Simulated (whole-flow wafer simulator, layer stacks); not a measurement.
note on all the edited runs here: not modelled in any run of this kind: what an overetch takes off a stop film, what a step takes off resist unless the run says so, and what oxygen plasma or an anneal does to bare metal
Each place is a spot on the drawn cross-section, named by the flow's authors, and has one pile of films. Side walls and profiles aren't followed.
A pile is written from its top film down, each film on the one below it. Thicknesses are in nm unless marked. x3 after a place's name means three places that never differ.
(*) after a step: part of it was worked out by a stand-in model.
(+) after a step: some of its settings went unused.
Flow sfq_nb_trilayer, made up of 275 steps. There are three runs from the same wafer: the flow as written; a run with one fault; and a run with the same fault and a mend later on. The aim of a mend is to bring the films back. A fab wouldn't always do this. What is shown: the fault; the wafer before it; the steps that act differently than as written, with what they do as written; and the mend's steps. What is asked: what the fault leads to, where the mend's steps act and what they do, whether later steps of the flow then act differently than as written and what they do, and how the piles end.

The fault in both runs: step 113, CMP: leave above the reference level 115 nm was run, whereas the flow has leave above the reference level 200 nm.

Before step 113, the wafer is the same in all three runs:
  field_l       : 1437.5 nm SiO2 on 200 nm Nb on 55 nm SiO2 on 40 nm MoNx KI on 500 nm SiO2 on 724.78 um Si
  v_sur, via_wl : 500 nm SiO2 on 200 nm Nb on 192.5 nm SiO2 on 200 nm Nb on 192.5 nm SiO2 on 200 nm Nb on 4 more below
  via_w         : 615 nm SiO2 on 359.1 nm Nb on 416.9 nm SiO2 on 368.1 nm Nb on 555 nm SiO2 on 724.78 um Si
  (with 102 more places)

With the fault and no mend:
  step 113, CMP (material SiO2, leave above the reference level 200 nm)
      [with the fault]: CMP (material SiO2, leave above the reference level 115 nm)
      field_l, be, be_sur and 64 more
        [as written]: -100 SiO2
        [with the fault]: -185 SiO2
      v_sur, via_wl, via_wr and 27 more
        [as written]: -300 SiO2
        [with the fault]: -385 SiO2
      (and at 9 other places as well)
  Steps further on in the flow that do not act as written (3 more steps, not shown, differ only slightly: by at most 2% or 0.5 nm, whichever is larger):
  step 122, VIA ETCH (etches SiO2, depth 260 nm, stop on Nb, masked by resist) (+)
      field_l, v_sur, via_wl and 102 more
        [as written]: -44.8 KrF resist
        [with the fault]: -29.7 KrF resist
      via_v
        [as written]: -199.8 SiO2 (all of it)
        [with the fault]: -114.8 SiO2 (all of it)
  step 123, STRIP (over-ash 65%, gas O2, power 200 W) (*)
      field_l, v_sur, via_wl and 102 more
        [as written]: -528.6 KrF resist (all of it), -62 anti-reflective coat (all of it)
        [with the fault]: -543.7 KrF resist (all of it), -62 anti-reflective coat (all of it)
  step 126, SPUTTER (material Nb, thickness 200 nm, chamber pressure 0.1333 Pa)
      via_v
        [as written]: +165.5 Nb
        [with the fault]: +184.4 Nb
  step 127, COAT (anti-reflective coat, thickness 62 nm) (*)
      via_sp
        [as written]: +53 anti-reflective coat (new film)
        [with the fault]: +54.8 anti-reflective coat (new film)
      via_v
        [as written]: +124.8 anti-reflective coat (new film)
        [with the fault]: +105.2 anti-reflective coat (new film)
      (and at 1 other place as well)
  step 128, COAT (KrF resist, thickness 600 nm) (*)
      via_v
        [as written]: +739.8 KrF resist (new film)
        [with the fault]: +669.5 KrF resist (new film)
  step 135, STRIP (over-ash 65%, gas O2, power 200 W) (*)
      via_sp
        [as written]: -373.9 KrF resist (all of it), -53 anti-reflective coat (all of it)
        [with the fault]: -379.6 KrF resist (all of it), -54.8 anti-reflective coat (all of it)
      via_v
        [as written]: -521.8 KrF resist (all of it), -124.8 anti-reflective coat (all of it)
        [with the fault]: -451.7 KrF resist (all of it), -105.2 anti-reflective coat (all of it)
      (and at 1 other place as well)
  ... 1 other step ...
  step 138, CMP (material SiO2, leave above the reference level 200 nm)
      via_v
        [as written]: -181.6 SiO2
        [with the fault]: -170.4 SiO2
  The piles end different from the flow's at field_l, v_sur, via_wl and 103 more by more than 2% or 0.5 nm, whichever is larger.
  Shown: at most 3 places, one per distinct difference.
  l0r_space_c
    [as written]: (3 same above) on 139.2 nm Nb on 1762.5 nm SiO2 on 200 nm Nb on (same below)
    [with the fault]: (3 same above) on 139.2 nm Nb on 1677.5 nm SiO2 on 200 nm Nb on (same below)
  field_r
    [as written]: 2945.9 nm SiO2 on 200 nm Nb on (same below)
    [with the fault]: 2860.9 nm SiO2 on 200 nm Nb on (same below)
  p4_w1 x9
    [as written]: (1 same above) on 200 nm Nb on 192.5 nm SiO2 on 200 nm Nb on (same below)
    [with the fault]: (1 same above) on 200 nm Nb on 107.5 nm SiO2 on 200 nm Nb on (same below)

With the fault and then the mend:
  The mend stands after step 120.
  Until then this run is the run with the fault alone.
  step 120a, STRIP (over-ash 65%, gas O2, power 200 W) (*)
      field_l, v_sur, via_wl and 102 more
        -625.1 KrF resist (all of it), -62 anti-reflective coat (all of it)
      via_v
        -62 anti-reflective coat (all of it)
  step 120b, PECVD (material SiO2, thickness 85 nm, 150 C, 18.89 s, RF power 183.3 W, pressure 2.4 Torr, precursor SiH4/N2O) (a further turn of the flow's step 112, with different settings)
      field_l, v_sur, via_wl and 103 more
        +85 SiO2
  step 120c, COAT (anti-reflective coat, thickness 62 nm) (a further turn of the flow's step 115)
      field_l, v_sur, via_wl and 103 more
        +62 anti-reflective coat (new film)
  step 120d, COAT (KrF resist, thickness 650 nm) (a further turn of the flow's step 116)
      field_l, v_sur, via_wl and 103 more
        +650 KrF resist (new film)
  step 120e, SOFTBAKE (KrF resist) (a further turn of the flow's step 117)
      does not change any film at any place that is followed
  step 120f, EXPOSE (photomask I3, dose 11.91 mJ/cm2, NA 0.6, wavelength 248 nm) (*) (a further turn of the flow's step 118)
      does not change any film at any place that is followed
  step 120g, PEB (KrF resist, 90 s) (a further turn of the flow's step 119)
      field_l, v_sur, via_wl and 103 more
        -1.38 KrF resist
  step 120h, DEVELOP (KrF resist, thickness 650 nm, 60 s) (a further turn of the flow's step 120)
      field_l, v_sur, via_wl and 102 more
        -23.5 KrF resist
      via_v
        -648.6 KrF resist (all of it)
  Later steps of the flow that are run all act as written at every place that is followed.
  By the end, the piles equal the flow's at every place that both follow.
